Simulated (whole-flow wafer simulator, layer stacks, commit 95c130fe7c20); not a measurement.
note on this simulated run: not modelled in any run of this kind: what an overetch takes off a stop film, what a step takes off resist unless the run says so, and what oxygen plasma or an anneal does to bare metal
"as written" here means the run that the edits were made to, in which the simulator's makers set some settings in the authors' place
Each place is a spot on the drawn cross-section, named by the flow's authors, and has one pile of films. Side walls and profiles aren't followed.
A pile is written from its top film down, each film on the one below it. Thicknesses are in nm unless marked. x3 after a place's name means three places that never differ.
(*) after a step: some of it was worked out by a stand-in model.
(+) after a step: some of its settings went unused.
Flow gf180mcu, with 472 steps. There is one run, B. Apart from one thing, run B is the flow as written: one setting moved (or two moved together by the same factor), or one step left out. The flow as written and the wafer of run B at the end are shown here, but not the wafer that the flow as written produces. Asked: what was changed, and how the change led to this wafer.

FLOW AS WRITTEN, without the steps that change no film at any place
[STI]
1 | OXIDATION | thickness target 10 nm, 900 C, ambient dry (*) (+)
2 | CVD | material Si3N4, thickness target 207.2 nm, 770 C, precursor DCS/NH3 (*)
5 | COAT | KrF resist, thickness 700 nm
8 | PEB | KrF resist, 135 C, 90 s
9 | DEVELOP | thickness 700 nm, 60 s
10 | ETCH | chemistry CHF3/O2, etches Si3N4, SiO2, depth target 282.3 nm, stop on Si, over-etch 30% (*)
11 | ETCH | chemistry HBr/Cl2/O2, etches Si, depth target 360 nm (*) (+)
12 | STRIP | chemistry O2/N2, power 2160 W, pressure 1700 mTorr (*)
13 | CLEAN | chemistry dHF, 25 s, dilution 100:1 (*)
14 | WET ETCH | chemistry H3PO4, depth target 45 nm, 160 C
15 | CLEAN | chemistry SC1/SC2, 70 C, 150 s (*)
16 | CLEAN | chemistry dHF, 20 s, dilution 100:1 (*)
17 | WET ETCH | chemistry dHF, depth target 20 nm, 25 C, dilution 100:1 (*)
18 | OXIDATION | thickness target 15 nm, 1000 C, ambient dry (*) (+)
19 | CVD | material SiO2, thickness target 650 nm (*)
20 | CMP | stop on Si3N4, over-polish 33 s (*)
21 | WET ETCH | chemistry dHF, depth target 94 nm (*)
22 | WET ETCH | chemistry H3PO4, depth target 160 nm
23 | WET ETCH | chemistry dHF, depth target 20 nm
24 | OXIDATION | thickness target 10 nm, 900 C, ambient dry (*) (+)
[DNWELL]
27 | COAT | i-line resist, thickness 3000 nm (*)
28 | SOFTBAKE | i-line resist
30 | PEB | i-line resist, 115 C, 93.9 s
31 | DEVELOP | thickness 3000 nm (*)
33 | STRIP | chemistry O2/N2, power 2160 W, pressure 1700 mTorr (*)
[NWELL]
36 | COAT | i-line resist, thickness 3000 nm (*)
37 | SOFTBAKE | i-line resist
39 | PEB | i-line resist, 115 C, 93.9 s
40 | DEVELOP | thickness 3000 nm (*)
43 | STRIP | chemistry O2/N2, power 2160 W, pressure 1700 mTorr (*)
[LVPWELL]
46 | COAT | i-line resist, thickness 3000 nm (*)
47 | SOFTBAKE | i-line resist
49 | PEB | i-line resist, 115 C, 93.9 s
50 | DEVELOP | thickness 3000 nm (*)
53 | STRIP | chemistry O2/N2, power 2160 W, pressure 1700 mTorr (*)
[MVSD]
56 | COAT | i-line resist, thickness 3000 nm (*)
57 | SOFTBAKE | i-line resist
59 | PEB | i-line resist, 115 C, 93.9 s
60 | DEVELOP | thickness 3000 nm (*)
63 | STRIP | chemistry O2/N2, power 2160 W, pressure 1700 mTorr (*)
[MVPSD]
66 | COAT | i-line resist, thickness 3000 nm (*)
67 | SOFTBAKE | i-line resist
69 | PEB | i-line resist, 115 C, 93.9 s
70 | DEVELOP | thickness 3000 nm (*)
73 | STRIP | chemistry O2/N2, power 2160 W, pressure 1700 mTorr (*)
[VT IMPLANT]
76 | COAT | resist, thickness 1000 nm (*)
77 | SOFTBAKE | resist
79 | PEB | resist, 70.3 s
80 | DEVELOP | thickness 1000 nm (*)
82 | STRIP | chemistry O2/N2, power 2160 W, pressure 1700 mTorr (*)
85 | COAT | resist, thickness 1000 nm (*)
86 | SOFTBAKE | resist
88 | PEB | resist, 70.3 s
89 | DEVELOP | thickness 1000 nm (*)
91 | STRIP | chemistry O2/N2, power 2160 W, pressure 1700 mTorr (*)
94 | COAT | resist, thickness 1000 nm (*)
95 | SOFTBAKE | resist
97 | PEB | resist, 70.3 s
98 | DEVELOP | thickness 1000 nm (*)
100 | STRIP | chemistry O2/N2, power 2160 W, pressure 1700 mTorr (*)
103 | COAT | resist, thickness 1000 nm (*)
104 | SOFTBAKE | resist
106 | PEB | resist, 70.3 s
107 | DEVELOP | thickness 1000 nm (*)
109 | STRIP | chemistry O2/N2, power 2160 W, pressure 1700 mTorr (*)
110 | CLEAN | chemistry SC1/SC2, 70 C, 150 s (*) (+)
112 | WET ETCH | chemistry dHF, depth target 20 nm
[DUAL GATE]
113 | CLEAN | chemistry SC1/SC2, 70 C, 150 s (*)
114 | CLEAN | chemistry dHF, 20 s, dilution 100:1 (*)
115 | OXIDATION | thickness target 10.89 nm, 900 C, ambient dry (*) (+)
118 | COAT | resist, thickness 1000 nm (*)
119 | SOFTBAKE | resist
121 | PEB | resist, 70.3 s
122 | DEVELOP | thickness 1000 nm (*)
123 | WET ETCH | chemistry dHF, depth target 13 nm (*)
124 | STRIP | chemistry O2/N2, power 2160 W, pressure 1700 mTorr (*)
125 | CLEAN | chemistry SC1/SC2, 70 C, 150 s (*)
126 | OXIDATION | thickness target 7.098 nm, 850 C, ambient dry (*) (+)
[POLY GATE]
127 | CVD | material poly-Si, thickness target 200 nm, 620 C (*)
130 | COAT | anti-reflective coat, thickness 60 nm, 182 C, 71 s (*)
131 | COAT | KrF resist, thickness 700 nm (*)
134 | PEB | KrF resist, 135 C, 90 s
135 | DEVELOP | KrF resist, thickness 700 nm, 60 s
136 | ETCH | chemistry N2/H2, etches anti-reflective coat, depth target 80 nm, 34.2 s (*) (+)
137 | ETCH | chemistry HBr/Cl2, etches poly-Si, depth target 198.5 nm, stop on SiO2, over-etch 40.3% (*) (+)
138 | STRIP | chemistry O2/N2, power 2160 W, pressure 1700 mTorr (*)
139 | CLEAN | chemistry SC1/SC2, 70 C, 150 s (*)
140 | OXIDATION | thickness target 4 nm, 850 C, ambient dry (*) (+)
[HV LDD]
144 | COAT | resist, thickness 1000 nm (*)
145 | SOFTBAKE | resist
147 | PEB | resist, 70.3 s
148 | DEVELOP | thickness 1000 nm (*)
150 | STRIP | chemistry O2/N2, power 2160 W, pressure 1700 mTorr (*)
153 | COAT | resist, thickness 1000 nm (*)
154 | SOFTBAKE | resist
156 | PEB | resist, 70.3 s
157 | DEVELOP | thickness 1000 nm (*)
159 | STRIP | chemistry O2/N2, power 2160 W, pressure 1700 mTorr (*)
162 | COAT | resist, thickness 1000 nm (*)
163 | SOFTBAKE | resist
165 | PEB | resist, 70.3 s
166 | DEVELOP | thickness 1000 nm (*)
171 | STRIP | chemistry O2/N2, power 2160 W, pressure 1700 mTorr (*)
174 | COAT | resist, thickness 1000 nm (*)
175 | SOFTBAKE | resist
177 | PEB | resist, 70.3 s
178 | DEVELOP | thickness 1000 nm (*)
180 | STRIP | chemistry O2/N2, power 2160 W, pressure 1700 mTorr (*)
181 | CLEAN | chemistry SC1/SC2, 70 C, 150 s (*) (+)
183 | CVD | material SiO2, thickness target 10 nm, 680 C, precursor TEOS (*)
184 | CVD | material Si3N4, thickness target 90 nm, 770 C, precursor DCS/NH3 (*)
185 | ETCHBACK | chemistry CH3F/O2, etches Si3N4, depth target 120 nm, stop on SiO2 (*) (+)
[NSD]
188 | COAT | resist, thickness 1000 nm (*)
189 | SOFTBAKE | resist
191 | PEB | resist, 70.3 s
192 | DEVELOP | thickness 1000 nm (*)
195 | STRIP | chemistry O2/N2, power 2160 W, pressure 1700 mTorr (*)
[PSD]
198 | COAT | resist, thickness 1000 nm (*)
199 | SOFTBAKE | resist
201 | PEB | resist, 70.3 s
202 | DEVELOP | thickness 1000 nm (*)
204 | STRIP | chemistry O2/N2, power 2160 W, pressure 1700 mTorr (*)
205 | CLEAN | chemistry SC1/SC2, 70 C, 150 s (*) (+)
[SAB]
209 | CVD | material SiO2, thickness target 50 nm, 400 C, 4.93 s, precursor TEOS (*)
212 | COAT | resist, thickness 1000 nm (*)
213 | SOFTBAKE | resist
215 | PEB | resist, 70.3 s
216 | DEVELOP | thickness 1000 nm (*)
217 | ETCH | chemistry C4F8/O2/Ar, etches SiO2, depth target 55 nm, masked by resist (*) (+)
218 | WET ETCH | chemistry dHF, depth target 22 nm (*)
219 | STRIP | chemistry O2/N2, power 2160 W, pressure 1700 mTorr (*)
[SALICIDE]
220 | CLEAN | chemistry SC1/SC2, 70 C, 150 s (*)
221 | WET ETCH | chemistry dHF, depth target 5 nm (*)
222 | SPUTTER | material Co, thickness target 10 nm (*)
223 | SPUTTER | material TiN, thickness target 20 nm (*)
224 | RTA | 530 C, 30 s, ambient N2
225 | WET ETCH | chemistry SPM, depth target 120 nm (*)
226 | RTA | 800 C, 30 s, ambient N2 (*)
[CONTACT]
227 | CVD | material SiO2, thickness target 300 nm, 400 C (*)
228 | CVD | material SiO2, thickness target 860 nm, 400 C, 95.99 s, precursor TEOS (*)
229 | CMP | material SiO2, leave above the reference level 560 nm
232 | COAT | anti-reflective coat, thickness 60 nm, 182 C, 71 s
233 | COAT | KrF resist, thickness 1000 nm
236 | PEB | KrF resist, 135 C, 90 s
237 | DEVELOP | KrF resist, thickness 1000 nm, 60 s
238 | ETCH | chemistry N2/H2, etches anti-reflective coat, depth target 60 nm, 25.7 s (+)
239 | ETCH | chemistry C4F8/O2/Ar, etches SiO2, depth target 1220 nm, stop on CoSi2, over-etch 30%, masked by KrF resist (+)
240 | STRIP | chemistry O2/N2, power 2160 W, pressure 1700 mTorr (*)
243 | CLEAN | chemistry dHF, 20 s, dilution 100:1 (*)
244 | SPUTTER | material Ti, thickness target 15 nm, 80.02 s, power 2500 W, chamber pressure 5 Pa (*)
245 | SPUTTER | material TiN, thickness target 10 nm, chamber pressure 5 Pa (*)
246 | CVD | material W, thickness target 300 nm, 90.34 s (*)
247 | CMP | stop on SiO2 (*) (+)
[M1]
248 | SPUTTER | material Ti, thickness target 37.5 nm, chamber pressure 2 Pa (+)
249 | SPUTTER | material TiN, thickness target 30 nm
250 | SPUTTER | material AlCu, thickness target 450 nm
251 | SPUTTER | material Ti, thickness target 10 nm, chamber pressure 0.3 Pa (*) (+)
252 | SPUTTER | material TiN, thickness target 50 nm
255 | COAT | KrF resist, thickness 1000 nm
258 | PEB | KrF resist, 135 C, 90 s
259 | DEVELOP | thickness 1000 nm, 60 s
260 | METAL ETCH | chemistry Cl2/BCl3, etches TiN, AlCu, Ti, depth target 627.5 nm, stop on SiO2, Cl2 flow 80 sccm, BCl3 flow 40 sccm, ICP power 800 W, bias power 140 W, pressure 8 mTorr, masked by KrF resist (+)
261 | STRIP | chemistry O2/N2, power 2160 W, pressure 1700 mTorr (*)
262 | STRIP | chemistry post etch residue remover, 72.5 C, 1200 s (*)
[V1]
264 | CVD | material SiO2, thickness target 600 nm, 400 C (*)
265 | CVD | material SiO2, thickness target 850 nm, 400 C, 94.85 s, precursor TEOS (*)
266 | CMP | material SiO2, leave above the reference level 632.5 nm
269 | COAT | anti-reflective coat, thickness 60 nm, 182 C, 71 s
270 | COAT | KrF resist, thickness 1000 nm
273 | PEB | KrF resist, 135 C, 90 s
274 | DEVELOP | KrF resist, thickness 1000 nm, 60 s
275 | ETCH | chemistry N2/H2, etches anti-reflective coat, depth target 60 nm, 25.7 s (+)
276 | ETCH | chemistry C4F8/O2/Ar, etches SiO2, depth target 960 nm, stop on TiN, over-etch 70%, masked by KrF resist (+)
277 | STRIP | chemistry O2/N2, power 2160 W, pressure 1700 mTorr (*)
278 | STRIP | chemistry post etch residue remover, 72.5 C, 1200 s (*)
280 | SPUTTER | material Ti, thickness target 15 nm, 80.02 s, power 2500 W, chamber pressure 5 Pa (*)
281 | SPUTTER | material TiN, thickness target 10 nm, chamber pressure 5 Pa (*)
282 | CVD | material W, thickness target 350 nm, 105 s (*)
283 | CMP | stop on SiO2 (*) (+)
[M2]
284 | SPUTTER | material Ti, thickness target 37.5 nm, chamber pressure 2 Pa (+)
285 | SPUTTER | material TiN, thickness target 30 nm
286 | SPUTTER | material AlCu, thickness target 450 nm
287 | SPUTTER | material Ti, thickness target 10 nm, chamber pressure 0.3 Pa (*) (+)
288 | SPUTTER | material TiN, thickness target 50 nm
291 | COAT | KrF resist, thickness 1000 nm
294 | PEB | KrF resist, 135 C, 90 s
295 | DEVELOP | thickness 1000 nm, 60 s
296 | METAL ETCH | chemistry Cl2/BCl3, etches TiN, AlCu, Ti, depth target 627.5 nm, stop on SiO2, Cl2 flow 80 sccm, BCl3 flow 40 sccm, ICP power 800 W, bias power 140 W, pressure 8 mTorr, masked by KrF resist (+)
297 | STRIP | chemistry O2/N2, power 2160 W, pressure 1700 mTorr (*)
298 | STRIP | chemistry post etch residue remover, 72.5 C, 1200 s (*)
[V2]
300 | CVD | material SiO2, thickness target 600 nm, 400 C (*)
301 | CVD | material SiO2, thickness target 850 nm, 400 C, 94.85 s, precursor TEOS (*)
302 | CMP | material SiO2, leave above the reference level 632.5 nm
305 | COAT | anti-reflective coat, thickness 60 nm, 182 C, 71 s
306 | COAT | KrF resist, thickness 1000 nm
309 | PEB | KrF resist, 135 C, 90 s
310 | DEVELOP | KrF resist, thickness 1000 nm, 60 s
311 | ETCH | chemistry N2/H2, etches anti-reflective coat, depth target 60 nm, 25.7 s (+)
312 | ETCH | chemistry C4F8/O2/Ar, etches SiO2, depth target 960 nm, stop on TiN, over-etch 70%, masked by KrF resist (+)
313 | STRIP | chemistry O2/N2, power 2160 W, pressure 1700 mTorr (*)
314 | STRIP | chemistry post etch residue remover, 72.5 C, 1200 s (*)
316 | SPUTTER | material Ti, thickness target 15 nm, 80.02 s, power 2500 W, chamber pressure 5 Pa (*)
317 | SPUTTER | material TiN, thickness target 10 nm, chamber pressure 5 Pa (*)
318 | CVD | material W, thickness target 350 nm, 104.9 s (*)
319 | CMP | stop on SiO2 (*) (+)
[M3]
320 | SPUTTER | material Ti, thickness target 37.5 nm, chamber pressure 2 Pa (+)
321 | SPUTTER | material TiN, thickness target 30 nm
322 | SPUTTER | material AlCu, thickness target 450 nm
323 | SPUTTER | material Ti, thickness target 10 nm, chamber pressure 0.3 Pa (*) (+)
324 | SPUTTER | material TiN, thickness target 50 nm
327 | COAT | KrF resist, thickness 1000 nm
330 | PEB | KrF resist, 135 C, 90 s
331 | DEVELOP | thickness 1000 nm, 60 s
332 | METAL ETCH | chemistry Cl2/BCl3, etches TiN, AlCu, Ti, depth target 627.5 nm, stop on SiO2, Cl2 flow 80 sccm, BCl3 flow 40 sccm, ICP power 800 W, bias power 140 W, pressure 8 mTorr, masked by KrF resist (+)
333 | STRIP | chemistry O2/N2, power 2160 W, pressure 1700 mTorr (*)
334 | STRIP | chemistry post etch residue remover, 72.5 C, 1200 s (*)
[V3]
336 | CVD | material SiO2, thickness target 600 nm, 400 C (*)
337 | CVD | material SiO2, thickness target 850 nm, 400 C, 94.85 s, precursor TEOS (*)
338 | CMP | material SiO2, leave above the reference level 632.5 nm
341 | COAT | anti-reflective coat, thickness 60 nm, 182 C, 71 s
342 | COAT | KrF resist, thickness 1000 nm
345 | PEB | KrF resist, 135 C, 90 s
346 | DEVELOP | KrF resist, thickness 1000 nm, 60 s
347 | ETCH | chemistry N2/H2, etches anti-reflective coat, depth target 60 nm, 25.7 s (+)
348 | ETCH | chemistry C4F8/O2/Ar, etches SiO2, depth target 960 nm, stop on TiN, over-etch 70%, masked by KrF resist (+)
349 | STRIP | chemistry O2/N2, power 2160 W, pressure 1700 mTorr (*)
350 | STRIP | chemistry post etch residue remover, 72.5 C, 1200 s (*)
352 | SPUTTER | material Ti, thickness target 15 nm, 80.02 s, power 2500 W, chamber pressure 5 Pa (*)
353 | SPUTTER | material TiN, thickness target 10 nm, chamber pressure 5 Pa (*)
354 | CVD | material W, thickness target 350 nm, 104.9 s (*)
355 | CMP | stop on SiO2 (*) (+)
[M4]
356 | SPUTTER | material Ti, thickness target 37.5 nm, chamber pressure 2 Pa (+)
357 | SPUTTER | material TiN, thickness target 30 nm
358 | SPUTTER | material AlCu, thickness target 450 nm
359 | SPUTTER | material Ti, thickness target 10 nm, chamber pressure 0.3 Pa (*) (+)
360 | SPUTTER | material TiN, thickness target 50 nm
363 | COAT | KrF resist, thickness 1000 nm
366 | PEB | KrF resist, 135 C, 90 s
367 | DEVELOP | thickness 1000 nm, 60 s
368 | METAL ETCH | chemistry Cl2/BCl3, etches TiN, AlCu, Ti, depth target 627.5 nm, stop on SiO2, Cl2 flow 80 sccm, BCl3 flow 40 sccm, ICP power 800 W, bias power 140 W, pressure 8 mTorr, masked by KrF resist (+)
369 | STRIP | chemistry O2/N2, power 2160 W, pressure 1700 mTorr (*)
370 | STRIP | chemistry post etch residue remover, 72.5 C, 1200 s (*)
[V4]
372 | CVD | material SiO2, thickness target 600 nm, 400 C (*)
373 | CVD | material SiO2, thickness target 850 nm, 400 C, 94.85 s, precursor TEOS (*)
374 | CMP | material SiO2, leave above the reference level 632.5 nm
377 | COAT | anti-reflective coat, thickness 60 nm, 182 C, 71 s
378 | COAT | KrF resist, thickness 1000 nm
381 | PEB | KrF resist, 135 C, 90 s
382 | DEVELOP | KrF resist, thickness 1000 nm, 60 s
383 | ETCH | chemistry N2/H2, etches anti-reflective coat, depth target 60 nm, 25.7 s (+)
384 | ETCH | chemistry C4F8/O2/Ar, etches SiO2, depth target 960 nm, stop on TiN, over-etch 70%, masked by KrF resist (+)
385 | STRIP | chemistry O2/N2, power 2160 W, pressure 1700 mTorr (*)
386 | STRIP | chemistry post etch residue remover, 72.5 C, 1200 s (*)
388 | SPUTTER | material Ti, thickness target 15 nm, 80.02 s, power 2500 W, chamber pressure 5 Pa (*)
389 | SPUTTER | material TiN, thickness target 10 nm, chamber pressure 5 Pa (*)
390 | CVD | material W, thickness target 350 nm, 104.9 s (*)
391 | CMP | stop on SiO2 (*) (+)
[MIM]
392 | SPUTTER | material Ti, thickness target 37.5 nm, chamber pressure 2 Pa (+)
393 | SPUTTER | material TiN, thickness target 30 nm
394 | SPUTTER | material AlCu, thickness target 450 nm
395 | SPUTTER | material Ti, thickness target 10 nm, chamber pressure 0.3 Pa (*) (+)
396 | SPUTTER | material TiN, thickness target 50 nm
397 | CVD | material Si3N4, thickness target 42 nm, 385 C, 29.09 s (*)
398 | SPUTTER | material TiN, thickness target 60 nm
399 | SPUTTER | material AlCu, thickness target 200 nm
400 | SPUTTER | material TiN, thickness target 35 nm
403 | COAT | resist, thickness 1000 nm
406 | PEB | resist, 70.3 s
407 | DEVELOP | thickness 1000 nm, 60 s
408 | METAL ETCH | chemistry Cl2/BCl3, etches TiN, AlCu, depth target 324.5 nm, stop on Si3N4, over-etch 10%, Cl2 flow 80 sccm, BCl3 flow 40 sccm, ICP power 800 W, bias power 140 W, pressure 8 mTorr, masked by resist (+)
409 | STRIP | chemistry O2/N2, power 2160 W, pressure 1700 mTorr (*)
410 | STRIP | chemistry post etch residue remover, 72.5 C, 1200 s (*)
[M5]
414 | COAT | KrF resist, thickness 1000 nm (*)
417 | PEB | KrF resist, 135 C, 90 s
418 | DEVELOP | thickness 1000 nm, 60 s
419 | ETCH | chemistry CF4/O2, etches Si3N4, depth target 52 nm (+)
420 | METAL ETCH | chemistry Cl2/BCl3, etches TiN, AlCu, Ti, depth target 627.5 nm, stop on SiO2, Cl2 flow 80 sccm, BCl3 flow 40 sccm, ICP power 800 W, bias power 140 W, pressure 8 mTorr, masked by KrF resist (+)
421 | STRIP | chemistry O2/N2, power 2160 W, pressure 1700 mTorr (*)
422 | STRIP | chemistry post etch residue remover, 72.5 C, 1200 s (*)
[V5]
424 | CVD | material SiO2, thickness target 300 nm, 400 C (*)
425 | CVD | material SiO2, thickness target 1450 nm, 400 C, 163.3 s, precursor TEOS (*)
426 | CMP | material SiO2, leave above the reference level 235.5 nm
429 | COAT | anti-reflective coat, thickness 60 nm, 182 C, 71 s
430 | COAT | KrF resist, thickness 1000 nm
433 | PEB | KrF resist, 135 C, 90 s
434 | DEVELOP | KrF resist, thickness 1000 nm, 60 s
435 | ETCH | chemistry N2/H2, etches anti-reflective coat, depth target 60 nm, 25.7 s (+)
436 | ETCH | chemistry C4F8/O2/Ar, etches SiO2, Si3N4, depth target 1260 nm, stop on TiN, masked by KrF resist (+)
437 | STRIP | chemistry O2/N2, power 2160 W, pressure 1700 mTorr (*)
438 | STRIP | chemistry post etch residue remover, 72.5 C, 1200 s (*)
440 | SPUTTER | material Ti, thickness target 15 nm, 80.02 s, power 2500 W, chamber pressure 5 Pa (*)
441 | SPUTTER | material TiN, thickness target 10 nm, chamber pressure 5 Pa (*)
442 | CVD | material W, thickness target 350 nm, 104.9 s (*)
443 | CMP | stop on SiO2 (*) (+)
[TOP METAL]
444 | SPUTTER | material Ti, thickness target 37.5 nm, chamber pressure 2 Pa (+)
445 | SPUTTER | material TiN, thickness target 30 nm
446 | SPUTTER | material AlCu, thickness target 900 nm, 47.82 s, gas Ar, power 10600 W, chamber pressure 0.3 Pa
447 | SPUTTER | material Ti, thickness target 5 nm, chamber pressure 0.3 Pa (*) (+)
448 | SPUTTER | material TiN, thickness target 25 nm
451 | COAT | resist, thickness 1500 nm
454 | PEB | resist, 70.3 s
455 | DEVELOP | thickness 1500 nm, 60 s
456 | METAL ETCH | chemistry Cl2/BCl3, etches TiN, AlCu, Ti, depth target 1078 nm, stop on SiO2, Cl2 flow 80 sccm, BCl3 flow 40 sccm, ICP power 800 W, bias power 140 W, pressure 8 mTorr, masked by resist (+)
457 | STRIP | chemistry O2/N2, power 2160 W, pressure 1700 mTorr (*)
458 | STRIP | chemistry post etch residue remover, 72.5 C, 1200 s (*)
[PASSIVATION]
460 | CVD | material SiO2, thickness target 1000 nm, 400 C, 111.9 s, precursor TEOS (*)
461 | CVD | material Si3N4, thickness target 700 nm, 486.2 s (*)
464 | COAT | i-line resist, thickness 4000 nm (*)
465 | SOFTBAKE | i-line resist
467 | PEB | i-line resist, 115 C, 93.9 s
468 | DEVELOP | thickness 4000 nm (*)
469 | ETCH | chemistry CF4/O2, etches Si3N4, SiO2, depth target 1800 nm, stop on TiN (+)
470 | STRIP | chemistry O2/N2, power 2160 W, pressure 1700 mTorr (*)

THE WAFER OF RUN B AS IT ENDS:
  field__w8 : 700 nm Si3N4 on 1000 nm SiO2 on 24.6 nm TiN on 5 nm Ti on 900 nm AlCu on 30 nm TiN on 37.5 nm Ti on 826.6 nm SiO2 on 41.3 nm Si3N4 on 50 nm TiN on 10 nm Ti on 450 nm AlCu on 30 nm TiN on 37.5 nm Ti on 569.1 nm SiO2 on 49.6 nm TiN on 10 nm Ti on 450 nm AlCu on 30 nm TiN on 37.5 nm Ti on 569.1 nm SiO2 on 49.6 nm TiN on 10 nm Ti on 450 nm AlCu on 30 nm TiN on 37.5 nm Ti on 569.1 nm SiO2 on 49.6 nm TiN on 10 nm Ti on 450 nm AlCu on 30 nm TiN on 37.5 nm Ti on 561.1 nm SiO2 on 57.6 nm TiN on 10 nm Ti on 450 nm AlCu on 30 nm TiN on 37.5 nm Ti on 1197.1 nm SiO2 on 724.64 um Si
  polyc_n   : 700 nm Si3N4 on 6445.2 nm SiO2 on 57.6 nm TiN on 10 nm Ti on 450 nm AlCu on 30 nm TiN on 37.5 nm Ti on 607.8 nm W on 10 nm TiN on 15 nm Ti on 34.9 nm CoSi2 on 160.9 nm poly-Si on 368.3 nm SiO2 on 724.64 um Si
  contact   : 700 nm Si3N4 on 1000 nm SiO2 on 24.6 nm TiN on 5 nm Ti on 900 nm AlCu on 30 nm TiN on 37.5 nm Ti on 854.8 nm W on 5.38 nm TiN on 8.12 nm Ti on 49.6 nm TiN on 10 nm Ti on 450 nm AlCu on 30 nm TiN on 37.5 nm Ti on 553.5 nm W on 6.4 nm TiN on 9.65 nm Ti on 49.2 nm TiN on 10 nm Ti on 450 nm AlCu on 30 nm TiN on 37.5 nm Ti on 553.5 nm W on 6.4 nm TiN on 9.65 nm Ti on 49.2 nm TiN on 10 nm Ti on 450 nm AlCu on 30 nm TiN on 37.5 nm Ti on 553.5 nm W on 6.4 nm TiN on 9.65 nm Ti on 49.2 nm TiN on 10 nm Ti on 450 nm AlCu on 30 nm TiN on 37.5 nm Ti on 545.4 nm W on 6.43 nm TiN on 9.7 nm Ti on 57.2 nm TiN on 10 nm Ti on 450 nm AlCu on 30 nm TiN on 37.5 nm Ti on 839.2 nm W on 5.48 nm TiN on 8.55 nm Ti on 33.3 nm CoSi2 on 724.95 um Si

Cause: step 252, SPUTTER: thickness target 58 nm was run, while the flow as written has thickness target 50 nm.

How this came from the change, step by step:
  252 | SPUTTER | material TiN, thickness target 50 nm
      field, field__w1, field__w2 and 108 more: +58 TiN (new film) (it would be, as written: +50 TiN (new film))
  260 | METAL ETCH | chemistry Cl2/BCl3, etches TiN, AlCu, Ti, depth target 627.5 nm, stop on SiO2, Cl2 flow 80 sccm, BCl3 flow 40 sccm, ICP power 800 W, bias power 140 W, pressure 8 mTorr, masked by KrF resist (+)
      field, field__w1, field__w2 and 99 more: -58 TiN (all of it), -10 Ti (all of it), -450 AlCu (all of it), -30 TiN (all of it), -37.5 Ti (all of it) (it would be, as written: -50 TiN (all of it), -10 Ti (all of it), -450 AlCu (all of it), -30 TiN (all of it), -37.5 Ti (all of it))
